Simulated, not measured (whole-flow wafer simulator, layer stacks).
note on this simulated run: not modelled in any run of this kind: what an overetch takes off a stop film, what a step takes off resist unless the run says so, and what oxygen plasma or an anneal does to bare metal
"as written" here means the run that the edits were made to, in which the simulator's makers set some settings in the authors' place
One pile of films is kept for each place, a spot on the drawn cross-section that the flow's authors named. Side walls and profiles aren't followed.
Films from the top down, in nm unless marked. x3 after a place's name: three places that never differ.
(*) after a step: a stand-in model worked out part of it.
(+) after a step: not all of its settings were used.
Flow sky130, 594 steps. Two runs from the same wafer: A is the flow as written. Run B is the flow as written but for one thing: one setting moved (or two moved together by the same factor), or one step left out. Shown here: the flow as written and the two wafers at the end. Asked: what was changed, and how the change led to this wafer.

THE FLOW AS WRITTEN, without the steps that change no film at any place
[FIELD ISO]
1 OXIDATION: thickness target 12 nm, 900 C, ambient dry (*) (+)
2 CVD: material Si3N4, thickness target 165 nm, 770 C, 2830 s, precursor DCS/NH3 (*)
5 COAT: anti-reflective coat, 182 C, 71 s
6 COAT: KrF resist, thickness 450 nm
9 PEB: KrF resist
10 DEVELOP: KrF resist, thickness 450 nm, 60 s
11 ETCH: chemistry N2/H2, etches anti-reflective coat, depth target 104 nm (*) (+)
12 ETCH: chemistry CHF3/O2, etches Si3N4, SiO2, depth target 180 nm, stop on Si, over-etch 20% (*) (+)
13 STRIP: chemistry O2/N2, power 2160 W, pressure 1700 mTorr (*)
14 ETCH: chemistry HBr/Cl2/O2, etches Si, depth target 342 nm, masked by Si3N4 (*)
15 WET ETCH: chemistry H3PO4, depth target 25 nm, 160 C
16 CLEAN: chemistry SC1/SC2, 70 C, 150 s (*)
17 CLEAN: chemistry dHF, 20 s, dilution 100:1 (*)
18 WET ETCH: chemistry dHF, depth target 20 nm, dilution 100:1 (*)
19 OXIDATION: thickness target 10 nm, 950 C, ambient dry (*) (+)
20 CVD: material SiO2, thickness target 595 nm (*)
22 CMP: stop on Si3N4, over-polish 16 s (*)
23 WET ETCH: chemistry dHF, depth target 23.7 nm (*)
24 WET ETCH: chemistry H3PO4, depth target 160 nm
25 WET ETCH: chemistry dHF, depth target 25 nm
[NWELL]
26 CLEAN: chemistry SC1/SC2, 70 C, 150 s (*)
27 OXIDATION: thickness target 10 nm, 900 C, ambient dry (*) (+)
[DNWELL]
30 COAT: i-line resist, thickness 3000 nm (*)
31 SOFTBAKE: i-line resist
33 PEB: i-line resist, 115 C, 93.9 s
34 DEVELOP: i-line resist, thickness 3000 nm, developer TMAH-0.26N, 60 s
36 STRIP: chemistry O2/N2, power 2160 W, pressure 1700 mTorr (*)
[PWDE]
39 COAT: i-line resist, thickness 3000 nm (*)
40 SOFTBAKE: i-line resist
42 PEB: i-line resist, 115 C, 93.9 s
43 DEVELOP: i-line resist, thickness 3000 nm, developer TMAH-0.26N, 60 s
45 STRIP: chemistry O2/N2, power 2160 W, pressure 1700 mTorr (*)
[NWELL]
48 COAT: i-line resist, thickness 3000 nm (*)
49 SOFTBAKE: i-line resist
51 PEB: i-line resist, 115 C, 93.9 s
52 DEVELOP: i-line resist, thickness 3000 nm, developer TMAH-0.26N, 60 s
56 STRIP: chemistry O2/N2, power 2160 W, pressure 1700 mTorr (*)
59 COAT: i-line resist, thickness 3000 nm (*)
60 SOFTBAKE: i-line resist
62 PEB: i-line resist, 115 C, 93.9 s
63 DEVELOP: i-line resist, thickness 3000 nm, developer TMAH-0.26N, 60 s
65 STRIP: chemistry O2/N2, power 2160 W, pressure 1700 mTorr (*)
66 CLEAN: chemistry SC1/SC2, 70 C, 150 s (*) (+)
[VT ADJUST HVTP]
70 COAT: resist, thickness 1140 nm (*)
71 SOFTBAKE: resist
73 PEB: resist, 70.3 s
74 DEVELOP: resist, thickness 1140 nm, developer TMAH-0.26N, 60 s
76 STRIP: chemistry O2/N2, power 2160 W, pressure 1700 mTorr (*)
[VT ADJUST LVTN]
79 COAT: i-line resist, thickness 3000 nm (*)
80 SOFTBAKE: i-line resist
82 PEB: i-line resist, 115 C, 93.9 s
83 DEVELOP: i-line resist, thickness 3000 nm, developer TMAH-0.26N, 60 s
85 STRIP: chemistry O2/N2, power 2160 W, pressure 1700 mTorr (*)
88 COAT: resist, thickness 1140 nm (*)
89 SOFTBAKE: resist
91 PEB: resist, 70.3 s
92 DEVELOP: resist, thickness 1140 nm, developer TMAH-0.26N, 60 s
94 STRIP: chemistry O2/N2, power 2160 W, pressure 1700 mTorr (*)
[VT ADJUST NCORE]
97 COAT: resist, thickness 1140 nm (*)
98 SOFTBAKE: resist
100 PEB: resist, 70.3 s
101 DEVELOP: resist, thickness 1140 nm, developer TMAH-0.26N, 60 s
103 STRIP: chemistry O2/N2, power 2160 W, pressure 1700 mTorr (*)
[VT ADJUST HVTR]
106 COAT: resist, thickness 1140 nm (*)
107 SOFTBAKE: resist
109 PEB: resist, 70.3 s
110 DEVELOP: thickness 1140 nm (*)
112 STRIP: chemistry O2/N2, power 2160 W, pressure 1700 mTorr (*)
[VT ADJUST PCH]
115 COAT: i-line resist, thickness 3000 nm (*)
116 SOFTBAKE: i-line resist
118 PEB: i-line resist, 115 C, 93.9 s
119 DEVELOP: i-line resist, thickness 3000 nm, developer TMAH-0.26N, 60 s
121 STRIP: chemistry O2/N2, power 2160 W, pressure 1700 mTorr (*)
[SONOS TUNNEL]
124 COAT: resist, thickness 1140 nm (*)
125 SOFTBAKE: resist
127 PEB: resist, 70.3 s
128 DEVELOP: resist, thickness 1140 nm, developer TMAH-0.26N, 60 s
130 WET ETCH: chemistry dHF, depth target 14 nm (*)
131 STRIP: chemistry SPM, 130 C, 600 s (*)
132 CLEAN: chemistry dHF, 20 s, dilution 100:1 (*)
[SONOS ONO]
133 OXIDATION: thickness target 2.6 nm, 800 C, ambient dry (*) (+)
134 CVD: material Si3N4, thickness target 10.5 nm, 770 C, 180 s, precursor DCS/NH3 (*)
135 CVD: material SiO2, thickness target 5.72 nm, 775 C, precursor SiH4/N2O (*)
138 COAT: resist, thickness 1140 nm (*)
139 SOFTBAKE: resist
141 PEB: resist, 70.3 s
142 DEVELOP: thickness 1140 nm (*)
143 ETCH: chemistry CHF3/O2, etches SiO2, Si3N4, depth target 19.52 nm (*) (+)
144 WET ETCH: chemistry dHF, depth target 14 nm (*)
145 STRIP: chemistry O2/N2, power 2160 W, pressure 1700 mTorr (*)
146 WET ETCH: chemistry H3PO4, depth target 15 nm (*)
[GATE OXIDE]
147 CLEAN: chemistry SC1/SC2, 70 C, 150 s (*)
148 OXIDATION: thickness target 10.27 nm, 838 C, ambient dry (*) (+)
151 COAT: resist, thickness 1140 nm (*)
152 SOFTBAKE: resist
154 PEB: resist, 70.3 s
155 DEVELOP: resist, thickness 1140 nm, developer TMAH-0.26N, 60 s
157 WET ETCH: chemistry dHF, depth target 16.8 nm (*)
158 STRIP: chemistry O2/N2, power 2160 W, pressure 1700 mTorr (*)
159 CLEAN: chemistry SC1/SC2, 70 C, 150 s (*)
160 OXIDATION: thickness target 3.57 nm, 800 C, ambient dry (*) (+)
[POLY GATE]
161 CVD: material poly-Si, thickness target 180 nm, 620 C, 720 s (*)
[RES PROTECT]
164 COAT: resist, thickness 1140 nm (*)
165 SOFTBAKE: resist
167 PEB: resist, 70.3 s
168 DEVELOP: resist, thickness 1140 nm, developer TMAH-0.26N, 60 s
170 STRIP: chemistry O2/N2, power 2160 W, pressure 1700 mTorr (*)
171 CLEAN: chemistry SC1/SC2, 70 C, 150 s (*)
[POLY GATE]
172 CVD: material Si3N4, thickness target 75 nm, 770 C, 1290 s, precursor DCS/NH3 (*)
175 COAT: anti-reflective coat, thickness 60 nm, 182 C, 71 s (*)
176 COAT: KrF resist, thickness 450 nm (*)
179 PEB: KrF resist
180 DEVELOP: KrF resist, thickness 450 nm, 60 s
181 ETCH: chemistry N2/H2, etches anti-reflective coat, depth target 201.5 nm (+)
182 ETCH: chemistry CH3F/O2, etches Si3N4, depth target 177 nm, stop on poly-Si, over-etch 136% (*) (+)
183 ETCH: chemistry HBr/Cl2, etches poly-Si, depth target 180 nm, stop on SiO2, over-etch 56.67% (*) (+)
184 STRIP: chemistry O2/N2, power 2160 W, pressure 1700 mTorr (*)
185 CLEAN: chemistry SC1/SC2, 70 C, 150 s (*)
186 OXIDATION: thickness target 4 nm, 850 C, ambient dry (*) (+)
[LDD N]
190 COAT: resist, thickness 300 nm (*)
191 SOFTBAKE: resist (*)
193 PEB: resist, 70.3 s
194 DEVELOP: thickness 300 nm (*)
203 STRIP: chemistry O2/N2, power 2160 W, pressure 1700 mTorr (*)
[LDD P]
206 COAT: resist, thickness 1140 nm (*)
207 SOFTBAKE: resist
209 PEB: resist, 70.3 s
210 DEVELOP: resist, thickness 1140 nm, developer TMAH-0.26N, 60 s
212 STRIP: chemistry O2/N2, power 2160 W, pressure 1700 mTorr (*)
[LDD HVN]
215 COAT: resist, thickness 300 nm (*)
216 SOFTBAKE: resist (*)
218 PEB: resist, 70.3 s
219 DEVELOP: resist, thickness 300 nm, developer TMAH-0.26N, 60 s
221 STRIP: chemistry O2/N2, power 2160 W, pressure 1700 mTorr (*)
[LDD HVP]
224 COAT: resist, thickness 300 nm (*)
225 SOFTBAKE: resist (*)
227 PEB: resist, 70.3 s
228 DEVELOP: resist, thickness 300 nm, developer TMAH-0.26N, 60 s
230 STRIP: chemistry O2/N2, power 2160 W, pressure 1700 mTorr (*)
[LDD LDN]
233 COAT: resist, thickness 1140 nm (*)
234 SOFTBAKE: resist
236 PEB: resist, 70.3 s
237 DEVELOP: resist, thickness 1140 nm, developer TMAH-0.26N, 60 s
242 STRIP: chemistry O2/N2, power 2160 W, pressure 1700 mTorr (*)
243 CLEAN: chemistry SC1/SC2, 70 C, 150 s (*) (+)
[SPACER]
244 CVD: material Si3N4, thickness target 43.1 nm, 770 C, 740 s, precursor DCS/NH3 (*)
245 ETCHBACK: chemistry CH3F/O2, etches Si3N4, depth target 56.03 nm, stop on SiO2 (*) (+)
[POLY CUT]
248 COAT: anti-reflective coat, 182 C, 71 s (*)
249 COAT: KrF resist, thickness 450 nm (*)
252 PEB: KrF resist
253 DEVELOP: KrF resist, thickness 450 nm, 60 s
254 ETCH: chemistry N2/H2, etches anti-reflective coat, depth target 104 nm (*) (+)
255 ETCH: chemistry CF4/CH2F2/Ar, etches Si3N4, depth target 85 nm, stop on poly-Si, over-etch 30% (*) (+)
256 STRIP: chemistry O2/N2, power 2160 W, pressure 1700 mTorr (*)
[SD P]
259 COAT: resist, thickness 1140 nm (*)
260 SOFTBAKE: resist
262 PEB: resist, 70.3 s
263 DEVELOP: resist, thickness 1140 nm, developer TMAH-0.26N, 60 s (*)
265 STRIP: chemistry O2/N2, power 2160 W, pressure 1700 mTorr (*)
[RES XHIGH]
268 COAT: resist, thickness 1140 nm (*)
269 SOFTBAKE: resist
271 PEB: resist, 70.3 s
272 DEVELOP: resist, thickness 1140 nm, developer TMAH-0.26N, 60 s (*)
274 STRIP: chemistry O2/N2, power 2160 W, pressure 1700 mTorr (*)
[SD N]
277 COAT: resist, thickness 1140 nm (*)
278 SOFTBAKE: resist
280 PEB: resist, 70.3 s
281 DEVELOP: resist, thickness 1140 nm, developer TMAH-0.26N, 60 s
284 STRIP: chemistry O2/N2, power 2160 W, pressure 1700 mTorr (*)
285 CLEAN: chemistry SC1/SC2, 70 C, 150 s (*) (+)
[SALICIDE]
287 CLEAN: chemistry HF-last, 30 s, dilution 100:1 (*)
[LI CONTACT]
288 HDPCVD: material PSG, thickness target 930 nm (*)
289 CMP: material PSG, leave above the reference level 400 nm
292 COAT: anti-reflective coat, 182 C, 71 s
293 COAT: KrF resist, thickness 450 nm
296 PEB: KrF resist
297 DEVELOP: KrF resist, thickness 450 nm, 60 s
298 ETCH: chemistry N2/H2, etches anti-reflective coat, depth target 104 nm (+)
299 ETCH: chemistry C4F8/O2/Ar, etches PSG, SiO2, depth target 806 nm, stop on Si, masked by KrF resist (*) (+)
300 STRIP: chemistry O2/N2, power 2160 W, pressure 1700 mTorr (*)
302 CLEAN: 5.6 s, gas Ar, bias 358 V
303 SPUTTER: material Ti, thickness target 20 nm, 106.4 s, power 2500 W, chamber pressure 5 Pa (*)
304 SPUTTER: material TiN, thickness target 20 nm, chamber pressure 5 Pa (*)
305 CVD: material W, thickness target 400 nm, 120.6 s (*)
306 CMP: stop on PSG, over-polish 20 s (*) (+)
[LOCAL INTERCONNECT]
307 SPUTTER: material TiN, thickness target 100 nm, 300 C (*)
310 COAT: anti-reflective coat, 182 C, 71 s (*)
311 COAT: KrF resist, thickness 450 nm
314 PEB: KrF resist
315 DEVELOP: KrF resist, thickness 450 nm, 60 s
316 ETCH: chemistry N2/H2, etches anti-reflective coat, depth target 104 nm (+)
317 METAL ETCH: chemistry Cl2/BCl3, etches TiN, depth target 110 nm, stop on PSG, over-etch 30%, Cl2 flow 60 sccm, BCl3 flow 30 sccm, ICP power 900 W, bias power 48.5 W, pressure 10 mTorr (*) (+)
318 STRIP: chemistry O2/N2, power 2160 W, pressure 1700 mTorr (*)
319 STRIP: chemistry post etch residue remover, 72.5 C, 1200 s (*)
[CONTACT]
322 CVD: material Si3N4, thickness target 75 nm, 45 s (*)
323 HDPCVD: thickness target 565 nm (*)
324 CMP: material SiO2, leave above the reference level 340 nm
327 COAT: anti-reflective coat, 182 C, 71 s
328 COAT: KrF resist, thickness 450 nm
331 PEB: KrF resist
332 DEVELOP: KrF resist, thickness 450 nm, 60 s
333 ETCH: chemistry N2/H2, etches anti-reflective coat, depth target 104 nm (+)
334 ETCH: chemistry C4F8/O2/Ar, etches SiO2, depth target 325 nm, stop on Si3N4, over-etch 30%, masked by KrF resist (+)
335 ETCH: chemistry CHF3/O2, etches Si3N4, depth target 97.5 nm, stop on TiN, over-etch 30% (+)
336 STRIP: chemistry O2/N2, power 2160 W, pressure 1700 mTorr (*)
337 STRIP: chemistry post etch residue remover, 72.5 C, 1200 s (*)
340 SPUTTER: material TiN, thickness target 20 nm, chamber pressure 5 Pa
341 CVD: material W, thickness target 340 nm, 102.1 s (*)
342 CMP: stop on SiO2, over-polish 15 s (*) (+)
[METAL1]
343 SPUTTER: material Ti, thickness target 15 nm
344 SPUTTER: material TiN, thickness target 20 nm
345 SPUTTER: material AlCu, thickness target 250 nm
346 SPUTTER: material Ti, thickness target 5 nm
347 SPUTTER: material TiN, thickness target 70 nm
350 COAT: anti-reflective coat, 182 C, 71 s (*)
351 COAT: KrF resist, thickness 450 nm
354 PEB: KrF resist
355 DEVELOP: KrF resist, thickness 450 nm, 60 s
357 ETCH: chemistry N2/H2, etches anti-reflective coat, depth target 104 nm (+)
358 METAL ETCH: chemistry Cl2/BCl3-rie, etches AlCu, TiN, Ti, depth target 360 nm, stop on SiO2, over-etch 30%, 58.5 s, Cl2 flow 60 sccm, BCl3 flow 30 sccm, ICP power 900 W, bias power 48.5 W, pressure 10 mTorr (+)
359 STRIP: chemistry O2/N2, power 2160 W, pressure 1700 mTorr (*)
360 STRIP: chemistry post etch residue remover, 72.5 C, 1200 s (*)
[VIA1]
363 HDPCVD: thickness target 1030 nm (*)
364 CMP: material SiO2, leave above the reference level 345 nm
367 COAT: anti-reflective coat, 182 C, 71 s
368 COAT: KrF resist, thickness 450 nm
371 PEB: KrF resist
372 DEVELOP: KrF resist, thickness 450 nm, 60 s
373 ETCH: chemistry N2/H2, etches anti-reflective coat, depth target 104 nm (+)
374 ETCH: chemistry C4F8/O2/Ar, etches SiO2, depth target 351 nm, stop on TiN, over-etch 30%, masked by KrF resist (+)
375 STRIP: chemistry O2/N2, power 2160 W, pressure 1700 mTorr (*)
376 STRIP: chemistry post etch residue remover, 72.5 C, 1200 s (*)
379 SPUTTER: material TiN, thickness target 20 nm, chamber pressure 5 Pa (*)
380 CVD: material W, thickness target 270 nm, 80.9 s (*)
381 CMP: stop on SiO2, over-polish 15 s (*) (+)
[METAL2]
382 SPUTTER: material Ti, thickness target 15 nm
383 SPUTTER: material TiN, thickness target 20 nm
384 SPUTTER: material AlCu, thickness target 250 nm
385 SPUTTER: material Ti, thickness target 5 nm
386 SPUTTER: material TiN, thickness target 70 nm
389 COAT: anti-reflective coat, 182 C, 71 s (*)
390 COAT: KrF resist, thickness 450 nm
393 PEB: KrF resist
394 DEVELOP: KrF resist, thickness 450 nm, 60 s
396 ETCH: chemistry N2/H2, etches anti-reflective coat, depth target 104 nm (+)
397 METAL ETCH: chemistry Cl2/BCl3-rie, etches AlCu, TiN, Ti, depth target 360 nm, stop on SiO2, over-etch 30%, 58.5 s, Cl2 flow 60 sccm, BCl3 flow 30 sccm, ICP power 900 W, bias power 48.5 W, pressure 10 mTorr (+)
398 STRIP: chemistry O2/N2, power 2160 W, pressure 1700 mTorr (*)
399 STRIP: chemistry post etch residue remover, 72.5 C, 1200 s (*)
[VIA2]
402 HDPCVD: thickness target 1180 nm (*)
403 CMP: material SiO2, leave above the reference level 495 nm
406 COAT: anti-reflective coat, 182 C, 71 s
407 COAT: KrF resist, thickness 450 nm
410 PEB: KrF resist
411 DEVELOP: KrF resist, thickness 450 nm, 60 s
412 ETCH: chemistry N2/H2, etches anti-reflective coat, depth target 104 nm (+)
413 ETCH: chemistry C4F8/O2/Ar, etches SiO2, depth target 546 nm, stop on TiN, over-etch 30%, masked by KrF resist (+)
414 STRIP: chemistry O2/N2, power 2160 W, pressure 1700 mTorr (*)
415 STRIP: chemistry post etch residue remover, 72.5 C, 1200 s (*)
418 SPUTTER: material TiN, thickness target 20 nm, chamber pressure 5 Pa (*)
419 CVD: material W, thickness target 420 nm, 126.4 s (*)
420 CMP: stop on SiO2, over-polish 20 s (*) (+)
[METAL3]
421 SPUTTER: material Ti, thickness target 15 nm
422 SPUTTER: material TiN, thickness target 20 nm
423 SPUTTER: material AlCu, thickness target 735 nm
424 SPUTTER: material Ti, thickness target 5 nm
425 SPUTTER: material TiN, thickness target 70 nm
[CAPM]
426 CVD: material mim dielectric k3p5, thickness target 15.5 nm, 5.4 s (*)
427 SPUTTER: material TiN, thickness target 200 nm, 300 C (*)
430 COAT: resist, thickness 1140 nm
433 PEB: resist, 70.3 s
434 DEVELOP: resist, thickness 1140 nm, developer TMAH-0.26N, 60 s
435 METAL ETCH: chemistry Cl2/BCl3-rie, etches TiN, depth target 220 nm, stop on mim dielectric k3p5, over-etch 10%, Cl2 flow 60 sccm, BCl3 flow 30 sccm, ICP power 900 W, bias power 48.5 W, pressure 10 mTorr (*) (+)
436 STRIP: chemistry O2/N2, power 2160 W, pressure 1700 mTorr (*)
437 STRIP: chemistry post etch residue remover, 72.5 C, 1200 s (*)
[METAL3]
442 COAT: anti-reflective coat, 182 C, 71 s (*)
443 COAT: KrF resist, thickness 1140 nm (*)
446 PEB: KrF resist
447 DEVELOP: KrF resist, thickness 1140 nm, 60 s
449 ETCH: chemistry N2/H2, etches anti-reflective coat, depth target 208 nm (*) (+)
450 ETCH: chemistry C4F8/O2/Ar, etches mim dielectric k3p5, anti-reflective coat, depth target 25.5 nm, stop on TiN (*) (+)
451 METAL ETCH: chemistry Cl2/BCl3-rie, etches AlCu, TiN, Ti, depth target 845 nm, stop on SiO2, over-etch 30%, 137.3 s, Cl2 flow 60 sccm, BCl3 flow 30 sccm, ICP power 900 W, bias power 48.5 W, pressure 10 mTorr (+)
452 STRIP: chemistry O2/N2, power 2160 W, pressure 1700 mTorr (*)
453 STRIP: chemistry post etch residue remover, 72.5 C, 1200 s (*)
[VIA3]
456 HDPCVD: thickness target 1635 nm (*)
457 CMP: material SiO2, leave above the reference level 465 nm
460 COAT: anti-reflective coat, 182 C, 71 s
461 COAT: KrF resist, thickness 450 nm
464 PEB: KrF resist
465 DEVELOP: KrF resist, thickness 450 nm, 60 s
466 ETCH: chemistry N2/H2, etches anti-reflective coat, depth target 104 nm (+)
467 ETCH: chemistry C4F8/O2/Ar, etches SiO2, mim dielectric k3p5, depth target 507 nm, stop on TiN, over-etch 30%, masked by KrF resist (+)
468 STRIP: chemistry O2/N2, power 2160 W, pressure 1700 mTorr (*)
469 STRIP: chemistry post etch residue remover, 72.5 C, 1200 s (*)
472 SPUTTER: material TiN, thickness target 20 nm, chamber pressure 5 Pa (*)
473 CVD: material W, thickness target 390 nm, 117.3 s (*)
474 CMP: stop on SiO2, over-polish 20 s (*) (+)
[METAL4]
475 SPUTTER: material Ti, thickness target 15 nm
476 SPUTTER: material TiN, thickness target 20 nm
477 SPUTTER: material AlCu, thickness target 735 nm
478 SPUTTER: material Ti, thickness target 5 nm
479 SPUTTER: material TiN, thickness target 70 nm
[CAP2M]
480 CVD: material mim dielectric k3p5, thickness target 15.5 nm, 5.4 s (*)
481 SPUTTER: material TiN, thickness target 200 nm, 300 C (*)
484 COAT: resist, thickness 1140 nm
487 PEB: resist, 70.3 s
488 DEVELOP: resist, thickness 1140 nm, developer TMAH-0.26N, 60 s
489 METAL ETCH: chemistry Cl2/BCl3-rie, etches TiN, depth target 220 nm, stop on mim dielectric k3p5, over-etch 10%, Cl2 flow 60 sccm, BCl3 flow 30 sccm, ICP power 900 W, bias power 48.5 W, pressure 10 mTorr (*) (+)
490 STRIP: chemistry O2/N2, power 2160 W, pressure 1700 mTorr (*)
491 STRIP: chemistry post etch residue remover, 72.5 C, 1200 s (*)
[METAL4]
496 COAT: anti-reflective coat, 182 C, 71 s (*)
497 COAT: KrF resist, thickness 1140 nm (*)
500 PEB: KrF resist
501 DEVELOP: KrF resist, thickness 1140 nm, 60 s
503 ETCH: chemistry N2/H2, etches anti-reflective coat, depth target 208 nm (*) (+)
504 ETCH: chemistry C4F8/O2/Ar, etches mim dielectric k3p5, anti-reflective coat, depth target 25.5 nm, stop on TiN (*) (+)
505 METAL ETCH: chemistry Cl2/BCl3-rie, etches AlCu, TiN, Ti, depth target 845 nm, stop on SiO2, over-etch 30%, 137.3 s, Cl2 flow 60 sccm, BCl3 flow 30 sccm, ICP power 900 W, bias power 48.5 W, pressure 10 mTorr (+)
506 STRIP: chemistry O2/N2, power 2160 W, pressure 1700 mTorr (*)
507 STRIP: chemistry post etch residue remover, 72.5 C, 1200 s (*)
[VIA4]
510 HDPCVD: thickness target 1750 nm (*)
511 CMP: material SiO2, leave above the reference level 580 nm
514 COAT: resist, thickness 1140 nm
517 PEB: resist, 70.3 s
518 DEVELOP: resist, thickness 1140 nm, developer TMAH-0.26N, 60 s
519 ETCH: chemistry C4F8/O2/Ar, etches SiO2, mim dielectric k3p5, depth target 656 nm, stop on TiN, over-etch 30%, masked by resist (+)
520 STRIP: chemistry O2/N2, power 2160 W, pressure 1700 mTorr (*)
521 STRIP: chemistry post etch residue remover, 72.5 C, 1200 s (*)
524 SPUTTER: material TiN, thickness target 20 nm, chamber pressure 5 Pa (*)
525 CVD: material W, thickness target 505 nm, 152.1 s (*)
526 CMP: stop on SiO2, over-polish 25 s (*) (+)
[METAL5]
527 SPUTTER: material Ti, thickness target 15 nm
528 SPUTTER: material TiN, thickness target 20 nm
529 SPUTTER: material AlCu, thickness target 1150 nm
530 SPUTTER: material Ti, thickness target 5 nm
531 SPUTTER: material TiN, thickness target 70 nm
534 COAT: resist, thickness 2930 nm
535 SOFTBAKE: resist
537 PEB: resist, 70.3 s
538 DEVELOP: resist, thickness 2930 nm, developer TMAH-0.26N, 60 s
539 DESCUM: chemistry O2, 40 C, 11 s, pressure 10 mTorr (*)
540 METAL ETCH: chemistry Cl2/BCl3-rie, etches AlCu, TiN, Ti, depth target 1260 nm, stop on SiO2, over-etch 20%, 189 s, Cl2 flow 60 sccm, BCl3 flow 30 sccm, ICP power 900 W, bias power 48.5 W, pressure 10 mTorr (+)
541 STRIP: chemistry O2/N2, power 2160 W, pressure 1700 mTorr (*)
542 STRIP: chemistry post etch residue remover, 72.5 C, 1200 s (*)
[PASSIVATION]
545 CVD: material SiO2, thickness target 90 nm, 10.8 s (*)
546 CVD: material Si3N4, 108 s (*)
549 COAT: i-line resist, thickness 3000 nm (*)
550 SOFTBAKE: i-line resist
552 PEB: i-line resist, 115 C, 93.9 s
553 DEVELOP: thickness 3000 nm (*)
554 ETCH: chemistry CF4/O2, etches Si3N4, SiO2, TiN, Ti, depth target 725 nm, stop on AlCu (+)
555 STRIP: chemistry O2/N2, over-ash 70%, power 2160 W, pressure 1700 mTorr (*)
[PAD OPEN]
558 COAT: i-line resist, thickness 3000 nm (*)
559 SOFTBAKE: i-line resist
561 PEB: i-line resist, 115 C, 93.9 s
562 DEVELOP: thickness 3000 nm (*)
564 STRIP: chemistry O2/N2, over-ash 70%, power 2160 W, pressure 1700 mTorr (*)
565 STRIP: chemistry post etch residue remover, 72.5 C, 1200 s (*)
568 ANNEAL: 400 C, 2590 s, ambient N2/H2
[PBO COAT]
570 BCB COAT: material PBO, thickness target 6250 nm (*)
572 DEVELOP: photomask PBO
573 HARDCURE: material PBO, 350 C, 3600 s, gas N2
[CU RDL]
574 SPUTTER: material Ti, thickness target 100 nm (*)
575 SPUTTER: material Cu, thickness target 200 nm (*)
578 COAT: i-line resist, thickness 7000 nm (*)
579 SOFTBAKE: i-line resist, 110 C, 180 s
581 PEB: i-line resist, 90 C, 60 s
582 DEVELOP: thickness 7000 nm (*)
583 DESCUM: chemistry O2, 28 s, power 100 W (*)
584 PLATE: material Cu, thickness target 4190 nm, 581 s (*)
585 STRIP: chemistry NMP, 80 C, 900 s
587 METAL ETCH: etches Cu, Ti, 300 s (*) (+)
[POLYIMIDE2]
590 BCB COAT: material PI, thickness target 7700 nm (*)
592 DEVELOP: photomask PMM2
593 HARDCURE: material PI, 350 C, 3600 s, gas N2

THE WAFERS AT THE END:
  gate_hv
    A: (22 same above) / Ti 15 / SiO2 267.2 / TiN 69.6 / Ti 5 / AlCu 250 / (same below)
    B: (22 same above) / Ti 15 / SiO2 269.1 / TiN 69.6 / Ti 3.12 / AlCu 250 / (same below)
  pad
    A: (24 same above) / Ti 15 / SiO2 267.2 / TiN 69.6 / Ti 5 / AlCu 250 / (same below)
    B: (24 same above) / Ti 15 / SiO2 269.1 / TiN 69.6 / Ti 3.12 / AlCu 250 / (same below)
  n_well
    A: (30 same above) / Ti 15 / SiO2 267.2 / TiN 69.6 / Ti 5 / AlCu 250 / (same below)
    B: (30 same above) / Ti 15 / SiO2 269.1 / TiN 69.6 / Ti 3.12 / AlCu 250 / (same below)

The cause: step 346, SPUTTER: thickness target 3.12 nm was run, where the flow has thickness target 5 nm.
It can be read off the wafer: gate_hv has Ti 3.12, and step 346 as written asks for 5 nm.

How the change led to this, step by step:
  346 SPUTTER: material Ti, thickness target 5 nm
      field, active, n_well and 188 more: A Ti +5 (new film) | B Ti +3.12 (new film)
  358 METAL ETCH: chemistry Cl2/BCl3-rie, etches AlCu, TiN, Ti, depth target 360 nm, stop on SiO2, over-etch 30%, 58.5 s, Cl2 flow 60 sccm, BCl3 flow 30 sccm, ICP power 900 W, bias power 48.5 W, pressure 10 mTorr (+)
      field, active, gate and 81 more: A TiN -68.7 (all of it), Ti -5 (all of it), AlCu -250 (all of it), TiN -20 (all of it), Ti -15 (all of it), SiO2 -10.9 | B TiN -68.7 (all of it), Ti -3.12 (all of it), AlCu -250 (all of it), TiN -20 (all of it), Ti -15 (all of it), SiO2 -11.1
